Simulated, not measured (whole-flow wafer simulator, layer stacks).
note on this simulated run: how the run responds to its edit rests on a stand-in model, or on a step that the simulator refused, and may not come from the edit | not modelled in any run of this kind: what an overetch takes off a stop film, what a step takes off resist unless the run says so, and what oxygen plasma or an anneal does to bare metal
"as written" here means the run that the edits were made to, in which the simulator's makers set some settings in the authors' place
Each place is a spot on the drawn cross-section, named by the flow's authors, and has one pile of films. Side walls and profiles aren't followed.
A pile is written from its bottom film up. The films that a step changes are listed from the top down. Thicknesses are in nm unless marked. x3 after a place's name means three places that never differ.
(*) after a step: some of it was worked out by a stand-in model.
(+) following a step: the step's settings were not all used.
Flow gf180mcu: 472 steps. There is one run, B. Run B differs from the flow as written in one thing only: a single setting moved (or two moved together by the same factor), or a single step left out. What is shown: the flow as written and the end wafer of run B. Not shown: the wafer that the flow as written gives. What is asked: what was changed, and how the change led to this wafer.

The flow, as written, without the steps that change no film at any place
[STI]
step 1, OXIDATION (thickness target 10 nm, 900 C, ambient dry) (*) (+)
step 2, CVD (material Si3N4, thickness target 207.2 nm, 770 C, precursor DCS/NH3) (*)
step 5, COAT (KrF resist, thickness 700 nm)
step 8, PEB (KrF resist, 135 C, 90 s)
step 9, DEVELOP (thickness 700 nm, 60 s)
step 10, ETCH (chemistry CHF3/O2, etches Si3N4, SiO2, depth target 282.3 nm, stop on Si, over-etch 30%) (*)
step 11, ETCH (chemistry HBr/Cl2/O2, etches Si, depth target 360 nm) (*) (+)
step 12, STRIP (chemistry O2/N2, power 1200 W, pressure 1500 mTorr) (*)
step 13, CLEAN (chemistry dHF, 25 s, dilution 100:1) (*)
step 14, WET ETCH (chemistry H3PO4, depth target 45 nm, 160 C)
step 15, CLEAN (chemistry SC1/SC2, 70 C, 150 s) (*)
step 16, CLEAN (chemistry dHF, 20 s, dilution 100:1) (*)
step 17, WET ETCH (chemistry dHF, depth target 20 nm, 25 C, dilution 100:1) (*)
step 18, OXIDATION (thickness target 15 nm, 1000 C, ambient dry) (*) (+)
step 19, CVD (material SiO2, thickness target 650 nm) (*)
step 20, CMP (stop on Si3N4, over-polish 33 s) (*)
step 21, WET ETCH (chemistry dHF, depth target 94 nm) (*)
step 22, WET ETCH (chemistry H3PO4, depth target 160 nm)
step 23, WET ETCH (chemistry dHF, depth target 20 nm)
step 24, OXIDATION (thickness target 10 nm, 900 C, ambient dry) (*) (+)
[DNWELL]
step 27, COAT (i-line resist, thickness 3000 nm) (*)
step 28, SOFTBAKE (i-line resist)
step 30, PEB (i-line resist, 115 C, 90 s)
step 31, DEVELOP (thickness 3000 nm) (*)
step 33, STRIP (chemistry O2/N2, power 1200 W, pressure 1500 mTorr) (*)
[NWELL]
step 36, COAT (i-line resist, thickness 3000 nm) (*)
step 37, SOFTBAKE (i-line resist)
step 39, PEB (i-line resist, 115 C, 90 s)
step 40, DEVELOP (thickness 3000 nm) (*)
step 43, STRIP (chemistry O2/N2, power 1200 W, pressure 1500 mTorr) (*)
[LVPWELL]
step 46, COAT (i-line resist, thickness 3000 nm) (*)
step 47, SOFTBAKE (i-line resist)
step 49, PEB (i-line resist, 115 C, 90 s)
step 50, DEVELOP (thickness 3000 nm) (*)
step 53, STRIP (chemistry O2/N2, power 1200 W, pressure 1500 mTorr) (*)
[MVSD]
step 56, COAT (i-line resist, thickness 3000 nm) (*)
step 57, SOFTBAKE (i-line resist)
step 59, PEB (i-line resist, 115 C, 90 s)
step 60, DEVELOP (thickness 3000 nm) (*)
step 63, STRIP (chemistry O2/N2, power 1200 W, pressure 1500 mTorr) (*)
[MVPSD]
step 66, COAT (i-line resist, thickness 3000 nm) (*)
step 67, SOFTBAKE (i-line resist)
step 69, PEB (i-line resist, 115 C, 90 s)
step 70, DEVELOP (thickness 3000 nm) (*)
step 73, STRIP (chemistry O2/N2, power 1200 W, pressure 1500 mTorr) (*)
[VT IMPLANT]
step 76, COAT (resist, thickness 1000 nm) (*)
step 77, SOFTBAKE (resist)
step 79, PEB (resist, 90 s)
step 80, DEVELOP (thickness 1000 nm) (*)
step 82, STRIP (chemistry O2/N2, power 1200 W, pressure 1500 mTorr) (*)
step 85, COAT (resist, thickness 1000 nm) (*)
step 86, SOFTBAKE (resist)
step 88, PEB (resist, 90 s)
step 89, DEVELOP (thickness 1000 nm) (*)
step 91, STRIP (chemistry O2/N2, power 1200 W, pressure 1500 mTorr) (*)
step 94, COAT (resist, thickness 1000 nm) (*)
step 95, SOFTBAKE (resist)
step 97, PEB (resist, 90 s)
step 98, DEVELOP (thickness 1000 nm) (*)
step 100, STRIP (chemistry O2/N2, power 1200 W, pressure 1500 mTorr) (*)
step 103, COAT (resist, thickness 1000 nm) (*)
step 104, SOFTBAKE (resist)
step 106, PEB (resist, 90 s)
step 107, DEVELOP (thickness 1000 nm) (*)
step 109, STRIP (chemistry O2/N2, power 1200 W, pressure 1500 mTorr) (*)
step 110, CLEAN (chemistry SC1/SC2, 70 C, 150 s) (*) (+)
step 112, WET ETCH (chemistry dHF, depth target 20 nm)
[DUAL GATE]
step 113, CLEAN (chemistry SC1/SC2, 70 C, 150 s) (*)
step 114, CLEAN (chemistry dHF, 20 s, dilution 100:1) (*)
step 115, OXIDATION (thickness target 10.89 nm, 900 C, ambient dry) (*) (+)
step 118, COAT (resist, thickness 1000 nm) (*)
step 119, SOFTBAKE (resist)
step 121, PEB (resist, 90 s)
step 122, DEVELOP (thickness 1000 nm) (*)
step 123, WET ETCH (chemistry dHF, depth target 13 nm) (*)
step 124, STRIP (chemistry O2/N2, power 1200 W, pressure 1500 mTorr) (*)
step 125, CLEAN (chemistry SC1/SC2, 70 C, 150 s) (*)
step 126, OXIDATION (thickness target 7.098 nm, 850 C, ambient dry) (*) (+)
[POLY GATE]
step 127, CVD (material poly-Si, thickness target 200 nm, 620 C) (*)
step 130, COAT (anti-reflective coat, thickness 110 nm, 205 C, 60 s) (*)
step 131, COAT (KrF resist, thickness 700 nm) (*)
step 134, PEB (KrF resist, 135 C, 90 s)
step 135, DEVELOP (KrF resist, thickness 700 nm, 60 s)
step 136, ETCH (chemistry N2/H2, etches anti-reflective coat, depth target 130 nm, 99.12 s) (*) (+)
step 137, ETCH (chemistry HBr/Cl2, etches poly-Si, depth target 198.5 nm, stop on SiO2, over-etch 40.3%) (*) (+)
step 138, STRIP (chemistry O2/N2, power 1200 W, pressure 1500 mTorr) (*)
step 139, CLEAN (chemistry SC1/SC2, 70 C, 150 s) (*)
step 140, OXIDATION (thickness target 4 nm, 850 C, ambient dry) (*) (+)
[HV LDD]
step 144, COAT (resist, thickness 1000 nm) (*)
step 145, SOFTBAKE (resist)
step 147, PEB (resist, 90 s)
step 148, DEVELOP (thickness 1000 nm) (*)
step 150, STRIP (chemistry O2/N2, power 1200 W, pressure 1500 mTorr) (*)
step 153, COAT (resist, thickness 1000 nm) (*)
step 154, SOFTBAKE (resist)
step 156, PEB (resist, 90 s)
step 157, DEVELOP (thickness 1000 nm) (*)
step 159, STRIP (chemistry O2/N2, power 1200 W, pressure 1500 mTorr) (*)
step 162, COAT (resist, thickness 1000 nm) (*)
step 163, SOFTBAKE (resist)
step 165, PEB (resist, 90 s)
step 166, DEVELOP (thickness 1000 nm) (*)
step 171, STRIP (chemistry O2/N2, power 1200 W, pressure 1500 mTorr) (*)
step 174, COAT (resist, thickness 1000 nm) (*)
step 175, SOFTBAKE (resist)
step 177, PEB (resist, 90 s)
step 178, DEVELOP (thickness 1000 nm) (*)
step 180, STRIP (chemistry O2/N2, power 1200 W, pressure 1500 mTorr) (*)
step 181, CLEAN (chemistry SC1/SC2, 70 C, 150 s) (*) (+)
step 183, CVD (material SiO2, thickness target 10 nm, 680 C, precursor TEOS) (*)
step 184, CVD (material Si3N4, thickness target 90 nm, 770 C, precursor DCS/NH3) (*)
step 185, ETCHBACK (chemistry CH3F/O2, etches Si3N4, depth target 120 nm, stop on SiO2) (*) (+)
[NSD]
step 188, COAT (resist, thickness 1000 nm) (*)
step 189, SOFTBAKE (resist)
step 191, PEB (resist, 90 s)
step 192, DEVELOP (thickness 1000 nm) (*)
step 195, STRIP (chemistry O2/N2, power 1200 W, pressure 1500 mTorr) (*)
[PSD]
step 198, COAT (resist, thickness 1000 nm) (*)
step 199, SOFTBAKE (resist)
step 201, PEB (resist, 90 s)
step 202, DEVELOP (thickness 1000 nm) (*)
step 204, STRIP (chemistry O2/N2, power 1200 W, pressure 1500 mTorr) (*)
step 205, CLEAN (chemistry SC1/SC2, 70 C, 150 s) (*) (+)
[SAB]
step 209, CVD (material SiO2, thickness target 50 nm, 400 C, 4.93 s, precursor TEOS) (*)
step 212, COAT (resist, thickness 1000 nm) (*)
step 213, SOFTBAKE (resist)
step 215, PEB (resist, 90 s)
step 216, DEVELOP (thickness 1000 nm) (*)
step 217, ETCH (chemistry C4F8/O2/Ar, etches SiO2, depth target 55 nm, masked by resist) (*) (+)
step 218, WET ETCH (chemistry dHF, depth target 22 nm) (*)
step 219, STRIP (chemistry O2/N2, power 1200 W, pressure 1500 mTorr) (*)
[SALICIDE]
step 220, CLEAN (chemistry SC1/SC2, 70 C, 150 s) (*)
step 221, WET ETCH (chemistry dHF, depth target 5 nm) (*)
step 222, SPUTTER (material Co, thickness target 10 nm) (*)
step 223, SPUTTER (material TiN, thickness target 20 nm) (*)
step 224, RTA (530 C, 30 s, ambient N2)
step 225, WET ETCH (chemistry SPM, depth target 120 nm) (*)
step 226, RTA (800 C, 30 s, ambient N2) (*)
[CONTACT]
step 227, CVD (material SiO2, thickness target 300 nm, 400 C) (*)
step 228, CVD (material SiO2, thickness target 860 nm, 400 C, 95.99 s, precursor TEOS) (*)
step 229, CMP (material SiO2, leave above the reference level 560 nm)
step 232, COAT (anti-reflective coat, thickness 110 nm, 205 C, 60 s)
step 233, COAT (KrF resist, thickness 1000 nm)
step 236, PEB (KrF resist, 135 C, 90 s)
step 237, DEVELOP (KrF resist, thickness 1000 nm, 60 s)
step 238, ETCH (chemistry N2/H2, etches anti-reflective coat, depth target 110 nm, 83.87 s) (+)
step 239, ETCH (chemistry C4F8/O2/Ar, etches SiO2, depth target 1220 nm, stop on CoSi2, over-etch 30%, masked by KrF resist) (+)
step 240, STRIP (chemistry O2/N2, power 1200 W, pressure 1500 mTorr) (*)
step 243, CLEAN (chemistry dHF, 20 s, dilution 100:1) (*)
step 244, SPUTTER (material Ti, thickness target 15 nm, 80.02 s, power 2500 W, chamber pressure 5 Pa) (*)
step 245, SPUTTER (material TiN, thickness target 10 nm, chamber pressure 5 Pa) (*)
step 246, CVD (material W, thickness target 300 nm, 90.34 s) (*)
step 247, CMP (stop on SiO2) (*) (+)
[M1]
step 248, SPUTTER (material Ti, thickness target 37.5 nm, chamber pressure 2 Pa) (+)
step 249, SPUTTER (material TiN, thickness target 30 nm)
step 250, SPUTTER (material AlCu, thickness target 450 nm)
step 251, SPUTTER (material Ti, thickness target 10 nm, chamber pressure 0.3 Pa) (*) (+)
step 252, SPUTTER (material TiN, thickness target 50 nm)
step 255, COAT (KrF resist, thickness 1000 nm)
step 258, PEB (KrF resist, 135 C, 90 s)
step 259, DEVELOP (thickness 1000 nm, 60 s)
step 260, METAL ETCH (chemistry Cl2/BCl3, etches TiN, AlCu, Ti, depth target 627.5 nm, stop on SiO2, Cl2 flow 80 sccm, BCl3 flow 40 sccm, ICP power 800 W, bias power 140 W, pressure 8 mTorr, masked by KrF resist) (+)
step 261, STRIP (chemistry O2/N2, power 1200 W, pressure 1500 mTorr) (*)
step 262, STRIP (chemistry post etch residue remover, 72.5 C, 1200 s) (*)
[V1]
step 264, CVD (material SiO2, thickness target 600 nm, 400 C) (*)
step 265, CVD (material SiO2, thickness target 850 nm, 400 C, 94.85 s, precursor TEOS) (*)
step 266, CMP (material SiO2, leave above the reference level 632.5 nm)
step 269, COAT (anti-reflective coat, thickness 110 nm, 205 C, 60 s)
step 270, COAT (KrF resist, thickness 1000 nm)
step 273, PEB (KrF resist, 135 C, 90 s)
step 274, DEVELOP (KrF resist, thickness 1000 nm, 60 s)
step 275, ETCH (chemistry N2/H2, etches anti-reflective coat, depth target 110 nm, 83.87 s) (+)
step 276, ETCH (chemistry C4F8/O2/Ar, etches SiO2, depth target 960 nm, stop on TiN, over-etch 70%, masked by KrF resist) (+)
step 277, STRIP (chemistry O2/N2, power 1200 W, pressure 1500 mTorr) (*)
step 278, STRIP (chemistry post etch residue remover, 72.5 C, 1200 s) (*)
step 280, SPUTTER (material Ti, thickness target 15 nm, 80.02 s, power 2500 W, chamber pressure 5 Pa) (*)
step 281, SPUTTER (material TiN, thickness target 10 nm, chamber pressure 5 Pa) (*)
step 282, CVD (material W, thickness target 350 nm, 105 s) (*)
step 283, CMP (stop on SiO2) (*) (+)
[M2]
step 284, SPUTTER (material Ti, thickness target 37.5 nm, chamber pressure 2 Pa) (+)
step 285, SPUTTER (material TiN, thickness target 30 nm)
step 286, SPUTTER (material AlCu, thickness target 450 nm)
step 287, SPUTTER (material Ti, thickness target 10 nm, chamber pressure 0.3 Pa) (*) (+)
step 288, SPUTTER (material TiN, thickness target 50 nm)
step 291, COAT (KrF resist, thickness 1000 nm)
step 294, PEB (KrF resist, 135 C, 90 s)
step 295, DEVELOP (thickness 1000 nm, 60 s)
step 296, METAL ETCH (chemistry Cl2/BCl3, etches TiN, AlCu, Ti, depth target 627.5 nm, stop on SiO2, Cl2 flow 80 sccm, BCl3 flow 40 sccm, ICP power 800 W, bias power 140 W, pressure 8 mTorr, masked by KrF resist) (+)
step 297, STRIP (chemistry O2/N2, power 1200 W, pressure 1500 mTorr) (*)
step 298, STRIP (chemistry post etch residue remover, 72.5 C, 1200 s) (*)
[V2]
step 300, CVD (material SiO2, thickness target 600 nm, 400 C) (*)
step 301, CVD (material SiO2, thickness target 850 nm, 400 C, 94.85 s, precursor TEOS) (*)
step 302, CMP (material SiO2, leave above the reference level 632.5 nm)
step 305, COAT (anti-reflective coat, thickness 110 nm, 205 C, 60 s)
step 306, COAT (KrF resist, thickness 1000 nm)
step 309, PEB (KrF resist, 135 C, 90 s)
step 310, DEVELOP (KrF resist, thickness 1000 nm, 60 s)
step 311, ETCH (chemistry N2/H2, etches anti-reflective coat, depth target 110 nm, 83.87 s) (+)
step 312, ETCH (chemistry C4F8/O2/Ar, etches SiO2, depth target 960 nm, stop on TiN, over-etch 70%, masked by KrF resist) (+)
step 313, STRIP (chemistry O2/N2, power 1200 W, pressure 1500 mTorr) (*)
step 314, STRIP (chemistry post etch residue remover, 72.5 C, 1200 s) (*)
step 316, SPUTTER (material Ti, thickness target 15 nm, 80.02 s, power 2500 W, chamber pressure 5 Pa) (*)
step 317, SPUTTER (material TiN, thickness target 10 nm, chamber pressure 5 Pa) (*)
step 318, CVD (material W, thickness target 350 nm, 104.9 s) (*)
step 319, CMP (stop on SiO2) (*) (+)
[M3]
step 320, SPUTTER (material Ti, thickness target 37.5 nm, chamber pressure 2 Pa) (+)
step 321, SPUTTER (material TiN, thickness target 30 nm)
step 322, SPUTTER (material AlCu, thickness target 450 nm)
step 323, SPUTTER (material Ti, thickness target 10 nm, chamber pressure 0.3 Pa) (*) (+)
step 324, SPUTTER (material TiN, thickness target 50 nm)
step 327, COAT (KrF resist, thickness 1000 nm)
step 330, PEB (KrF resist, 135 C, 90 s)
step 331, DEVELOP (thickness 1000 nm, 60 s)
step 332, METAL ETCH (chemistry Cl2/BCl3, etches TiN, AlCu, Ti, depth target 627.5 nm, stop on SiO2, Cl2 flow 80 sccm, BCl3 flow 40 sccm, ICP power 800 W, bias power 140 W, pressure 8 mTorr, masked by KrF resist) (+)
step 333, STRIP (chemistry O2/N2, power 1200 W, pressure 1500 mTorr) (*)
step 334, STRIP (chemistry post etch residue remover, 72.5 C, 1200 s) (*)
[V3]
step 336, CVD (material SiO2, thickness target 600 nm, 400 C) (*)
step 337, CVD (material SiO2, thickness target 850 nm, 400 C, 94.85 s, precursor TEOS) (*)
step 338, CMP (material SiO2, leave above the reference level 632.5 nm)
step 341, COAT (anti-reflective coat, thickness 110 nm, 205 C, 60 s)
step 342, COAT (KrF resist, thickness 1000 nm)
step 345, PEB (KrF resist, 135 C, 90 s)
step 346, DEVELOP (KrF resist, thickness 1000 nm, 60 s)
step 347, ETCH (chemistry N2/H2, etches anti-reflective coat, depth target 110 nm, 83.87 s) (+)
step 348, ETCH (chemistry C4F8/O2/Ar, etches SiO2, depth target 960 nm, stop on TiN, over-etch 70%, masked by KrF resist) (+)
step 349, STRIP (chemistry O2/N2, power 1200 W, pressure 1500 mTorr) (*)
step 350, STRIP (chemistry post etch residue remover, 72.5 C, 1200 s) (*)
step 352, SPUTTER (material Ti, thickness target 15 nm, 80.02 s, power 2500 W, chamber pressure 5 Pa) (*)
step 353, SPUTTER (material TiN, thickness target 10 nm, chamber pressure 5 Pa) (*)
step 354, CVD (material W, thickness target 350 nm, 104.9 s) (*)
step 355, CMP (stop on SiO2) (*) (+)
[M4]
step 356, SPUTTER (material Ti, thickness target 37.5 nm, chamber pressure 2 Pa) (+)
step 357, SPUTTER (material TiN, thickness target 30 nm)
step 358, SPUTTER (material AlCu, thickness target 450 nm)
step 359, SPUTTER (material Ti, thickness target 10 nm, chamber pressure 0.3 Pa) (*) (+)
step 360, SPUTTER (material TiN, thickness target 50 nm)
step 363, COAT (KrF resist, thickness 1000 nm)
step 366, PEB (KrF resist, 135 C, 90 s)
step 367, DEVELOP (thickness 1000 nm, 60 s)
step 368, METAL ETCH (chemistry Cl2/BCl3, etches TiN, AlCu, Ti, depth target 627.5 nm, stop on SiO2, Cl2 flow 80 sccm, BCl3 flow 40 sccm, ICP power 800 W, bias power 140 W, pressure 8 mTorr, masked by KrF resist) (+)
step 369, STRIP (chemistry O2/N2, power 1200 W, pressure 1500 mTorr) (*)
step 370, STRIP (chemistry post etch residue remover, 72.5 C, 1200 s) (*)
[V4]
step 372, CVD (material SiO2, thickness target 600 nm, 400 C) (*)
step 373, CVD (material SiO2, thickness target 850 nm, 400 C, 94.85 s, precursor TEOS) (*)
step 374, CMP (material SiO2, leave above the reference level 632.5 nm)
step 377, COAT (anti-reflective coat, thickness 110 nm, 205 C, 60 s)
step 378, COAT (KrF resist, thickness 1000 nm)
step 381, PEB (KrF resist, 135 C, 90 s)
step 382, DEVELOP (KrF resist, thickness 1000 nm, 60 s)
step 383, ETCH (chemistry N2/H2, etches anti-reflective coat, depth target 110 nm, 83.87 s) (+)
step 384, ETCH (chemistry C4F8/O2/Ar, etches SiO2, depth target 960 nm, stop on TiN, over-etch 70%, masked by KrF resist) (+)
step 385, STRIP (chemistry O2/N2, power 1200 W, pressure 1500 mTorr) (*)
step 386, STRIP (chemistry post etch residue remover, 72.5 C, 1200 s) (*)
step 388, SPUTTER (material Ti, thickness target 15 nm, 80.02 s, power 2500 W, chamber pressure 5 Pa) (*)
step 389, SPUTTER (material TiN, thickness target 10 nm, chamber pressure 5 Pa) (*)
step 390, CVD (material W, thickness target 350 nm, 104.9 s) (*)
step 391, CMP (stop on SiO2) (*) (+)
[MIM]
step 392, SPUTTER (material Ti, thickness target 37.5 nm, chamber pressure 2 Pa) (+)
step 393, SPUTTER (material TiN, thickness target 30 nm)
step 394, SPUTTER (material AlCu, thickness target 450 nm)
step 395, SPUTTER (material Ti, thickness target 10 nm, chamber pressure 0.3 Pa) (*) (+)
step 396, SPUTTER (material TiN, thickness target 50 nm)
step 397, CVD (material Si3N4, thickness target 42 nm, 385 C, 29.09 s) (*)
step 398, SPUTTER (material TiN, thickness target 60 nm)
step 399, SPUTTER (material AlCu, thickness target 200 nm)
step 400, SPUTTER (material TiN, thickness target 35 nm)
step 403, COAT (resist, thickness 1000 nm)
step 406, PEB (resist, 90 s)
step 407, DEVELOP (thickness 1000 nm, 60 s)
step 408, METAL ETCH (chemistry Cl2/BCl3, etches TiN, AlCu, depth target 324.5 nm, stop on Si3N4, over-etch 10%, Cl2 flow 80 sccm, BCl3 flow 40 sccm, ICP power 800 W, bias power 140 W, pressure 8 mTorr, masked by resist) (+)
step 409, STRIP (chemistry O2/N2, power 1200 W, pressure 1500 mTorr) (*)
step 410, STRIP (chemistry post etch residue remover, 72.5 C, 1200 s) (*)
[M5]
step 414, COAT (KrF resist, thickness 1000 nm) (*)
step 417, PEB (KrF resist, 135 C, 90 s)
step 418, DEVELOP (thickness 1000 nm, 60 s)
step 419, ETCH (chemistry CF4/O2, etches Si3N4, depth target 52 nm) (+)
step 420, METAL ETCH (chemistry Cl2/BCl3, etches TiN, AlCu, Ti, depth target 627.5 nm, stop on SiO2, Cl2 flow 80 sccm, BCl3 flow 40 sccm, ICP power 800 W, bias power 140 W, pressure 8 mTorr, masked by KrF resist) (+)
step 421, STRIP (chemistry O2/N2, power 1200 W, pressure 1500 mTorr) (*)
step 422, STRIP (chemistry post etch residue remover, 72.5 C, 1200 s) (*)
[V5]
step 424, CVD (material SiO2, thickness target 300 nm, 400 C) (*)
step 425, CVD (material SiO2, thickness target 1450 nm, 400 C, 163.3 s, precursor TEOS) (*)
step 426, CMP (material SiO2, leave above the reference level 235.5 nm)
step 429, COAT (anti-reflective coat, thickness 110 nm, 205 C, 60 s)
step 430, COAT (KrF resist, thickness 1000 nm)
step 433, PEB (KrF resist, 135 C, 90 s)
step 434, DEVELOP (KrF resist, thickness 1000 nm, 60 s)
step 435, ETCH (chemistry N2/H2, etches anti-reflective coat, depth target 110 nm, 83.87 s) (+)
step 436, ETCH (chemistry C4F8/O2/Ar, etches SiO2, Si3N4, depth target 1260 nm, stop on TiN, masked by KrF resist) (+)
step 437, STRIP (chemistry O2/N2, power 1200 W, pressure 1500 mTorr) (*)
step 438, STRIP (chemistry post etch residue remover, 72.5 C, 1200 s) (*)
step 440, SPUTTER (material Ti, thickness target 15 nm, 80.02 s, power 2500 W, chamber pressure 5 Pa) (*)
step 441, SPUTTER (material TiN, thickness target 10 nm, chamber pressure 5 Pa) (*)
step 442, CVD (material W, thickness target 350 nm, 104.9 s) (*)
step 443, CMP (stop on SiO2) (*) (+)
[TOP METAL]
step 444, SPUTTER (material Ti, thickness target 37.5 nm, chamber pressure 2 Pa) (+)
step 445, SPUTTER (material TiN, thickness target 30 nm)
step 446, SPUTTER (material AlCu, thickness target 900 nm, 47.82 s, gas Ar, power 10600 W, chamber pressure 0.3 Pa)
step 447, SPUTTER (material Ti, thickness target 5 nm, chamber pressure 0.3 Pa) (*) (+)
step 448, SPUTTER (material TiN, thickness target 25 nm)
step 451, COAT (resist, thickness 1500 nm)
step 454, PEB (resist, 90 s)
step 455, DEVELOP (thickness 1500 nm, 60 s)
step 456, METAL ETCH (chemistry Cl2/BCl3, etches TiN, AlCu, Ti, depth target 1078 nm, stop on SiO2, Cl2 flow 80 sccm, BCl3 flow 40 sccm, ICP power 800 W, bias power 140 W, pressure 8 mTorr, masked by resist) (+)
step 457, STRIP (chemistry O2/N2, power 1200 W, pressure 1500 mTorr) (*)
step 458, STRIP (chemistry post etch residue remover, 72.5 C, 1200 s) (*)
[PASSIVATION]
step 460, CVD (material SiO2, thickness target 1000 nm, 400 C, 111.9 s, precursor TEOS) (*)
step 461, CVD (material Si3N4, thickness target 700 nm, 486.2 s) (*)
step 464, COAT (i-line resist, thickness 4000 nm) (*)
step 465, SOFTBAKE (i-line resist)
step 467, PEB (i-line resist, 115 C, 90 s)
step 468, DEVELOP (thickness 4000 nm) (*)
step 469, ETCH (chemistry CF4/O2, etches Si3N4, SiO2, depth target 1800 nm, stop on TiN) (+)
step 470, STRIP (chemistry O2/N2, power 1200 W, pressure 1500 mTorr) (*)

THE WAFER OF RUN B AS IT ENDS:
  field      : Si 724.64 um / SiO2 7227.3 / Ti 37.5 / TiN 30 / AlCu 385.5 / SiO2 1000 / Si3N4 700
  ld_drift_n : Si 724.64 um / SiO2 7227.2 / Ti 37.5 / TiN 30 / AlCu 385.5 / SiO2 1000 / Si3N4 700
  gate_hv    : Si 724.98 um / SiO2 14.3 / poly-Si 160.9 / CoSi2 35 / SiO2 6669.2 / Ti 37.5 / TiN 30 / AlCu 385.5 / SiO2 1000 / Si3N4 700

The reason: step 456, METAL ETCH: depth target 538.8 nm was run, though the flow has depth target 1078 nm.

The path from the change to this, step by step:
  step 456, METAL ETCH (chemistry Cl2/BCl3, etches TiN, AlCu, Ti, depth target 1078 nm, stop on SiO2, Cl2 flow 80 sccm, BCl3 flow 40 sccm, ICP power 800 W, bias power 140 W, pressure 8 mTorr, masked by resist) (+)
      field, field__w1, field__w2 and 103 more: TiN loses 25 (all of it), Ti loses 5 (all of it), AlCu loses 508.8 (as written it would have been: TiN loses 25 (all of it), Ti loses 5 (all of it), AlCu loses 900 (all of it), TiN loses 30 (all of it), Ti loses 37.5 (all of it))
      field__w8, contact, m1, m1__w1, pad, m1_nw: resist loses 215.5 (as written it would have been: resist loses 431)
  step 457, STRIP (chemistry O2/N2, power 1200 W, pressure 1500 mTorr) (*)
      field__w8, contact, m1, m1__w1, pad, m1_nw: resist loses 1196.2 (all of it) (as written it would have been: resist loses 980.8 (all of it))
  step 458, STRIP (chemistry post etch residue remover, 72.5 C, 1200 s) (*)
      field, field__w1, field__w2 and 103 more: AlCu loses 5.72 (as written it would have been: nothing)
  step 460, CVD (material SiO2, thickness target 1000 nm, 400 C, 111.9 s, precursor TEOS) (*)
      field, field__w1, field__w2 and 103 more: SiO2 gains 1000 (new film) (as written it would have been: SiO2 gains 1000)
  step 464, COAT (i-line resist, thickness 4000 nm) (*)
      field: i-line resist gains 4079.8 (new film) (as written it would have been: i-line resist gains 4171.5 (new film))
      field__w8: i-line resist gains 3498.4 (new film) (as written it would have been: i-line resist gains 3093.1 (new film))
      (and at 7 other places as well)
  step 465, SOFTBAKE (i-line resist)
      active: nothing (as written it would have been: i-line resist gains 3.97)
      field__w5, field__w9: i-line resist gains 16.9 (as written it would have been: i-line resist gains 37.3)
      (and at 66 other places as well)
  step 467, PEB (i-line resist, 115 C, 90 s)
      field__w8, m1__w1: i-line resist loses 42 (as written it would have been: i-line resist loses 34.7)
      contact, m1: i-line resist loses 42.2 (as written it would have been: i-line resist loses 35.1)
      (and at 2 other places as well)
  step 468, DEVELOP (thickness 4000 nm) (*)
      pad: i-line resist loses 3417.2 (all of it) (as written it would have been: i-line resist loses 2974.8 (all of it))
  step 470, STRIP (chemistry O2/N2, power 1200 W, pressure 1500 mTorr) (*)
      field__w8, m1__w1: i-line resist loses 2224.3 (all of it) (as written it would have been: i-line resist loses 1787.7 (all of it))
      contact: i-line resist loses 2234.3 (all of it) (as written it would have been: i-line resist loses 1811.2 (all of it))
      (and at 2 other places as well)
If metal films that touch count as one body, field has 1 body; the flow as written gives 0 bodies.
If metal films that touch count as one body, ld_drift_n has 1 body; the flow as written gives 0 bodies.
If metal films that touch count as one body, gate_hv has 2 bodies (between them, from the top down: SiO2 6669.2); the flow as written gives 1 body.
